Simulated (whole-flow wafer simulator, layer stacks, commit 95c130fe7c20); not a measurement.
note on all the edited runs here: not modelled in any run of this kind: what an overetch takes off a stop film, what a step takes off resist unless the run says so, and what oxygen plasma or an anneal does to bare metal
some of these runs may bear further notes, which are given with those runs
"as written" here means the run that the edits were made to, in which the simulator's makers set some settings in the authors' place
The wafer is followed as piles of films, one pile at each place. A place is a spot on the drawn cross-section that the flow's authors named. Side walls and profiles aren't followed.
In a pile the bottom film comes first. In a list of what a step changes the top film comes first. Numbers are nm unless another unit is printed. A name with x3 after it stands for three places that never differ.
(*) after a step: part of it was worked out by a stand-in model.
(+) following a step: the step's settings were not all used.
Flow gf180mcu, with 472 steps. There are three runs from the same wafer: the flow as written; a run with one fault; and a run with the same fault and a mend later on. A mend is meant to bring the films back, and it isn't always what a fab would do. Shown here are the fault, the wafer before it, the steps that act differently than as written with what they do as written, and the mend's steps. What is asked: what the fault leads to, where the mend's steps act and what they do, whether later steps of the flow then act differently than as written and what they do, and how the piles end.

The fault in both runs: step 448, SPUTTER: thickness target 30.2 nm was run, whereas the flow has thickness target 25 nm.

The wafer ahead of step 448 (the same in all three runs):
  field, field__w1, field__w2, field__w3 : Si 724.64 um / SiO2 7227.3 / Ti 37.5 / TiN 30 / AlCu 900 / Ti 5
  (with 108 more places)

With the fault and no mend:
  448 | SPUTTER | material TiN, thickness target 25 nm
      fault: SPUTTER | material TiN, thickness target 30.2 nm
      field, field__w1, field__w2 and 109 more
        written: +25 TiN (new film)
        fault: +30.2 TiN (new film)
  Steps further on in the flow that do not act as written (4 more steps, not shown, differ only slightly: by at most 2% or 0.5 nm, whichever is larger):
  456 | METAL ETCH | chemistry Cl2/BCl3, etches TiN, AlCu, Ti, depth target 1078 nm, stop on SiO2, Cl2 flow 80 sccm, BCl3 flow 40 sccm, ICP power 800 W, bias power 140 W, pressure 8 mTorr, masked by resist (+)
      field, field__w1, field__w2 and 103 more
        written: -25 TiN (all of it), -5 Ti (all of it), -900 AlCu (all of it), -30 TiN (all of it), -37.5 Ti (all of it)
        fault: -30.2 TiN (all of it), -5 Ti (all of it), -900 AlCu (all of it), -30 TiN (all of it), -37.5 Ti (all of it)
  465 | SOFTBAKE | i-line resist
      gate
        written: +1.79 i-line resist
        fault: -0.3 i-line resist
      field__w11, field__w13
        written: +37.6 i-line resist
        fault: +31.2 i-line resist
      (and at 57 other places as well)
  At field__w8, contact, m1, m1__w1, pad, m1_nw, the piles at the end differ from the flow's by more than 2% or 0.5 nm, whichever is larger.
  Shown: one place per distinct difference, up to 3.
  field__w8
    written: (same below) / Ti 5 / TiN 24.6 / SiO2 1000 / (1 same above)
    fault: (same below) / Ti 5 / TiN 29.8 / SiO2 1000 / (1 same above)
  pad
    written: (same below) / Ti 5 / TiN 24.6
    fault: (same below) / Ti 5 / TiN 29.8

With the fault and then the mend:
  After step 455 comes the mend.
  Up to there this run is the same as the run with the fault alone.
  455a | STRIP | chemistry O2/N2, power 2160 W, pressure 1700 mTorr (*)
      field__w8, contact, m1, m1__w1, pad, m1_nw
        -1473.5 resist (all of it)
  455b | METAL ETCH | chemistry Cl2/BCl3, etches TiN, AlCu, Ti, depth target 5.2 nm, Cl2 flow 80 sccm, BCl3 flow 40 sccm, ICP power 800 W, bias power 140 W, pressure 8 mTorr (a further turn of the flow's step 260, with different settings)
      field, field__w1, field__w2 and 109 more
        -5.2 TiN
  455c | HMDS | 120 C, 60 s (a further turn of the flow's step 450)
      does not change any film at any place that is followed
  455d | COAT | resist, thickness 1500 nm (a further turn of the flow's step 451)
      field, field__w1, field__w2 and 109 more
        +1500 resist (new film)
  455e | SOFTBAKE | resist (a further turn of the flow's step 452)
      does not change any film at any place that is followed
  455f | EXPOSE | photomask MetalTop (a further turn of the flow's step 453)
      does not change any film at any place that is followed
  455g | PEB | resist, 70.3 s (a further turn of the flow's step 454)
      field, field__w1, field__w2 and 109 more
        -26.5 resist
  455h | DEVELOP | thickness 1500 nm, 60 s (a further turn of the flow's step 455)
      field, field__w1, field__w2 and 103 more
        -1473.5 resist (all of it)
  Later steps of the flow that are run all act as written at every place that is followed.
  At every place that both follow, the piles at the end match the flow's.
